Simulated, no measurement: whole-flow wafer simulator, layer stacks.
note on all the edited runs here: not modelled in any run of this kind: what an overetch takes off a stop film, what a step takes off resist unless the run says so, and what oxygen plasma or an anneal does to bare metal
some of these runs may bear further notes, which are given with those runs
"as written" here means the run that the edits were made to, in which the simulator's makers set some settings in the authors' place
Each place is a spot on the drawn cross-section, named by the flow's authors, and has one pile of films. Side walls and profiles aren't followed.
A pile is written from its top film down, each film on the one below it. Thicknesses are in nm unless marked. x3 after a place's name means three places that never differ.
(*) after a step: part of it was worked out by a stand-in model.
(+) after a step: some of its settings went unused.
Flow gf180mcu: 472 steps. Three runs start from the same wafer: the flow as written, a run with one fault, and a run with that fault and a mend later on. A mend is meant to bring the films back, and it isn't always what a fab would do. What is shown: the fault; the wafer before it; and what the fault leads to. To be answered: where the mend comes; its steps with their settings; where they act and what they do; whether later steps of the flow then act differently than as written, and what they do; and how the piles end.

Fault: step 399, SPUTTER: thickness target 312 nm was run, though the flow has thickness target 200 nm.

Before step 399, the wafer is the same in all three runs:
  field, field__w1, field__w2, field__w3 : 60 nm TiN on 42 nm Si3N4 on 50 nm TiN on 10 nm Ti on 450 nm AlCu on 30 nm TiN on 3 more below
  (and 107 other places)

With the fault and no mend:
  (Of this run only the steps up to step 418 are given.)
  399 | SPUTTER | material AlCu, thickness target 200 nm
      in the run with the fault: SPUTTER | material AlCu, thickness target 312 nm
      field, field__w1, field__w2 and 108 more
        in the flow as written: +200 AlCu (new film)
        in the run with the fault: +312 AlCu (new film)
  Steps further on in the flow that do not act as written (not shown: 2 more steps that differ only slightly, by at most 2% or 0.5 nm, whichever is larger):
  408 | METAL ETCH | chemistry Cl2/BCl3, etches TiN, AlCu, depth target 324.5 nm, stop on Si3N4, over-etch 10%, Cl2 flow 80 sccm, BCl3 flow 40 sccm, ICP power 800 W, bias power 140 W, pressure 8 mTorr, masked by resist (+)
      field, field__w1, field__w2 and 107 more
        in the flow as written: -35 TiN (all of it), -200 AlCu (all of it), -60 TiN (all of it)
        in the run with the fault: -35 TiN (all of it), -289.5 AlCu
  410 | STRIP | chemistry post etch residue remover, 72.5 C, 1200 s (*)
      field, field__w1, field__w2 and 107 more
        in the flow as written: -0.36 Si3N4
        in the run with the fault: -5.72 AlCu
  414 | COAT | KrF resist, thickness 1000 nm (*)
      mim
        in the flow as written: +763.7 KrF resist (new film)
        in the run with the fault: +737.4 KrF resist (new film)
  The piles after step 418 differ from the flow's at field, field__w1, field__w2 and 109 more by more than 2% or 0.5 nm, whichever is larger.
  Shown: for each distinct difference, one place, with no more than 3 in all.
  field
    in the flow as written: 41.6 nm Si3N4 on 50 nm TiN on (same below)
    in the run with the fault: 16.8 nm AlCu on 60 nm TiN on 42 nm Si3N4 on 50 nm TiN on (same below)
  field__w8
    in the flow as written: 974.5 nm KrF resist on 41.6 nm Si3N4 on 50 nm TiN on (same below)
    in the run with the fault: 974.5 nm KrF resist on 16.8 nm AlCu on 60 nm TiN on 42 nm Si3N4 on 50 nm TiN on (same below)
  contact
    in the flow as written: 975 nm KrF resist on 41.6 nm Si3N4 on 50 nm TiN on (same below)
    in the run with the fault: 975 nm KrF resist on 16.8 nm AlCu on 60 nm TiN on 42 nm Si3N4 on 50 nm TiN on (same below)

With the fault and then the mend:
  The mend stands after step 399.
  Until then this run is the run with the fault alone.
  399a | METAL ETCH | chemistry Cl2/BCl3, etches TiN, AlCu, Ti, depth target 112 nm, Cl2 flow 80 sccm, BCl3 flow 40 sccm, ICP power 800 W, bias power 140 W, pressure 8 mTorr (the flow's step 260, run once more with other settings)
      field, field__w1, field__w2 and 108 more
        -112 AlCu
  Later steps of the flow that are run all act as written at every place that is followed.
  At every place that both follow, the piles at the end match the flow's.
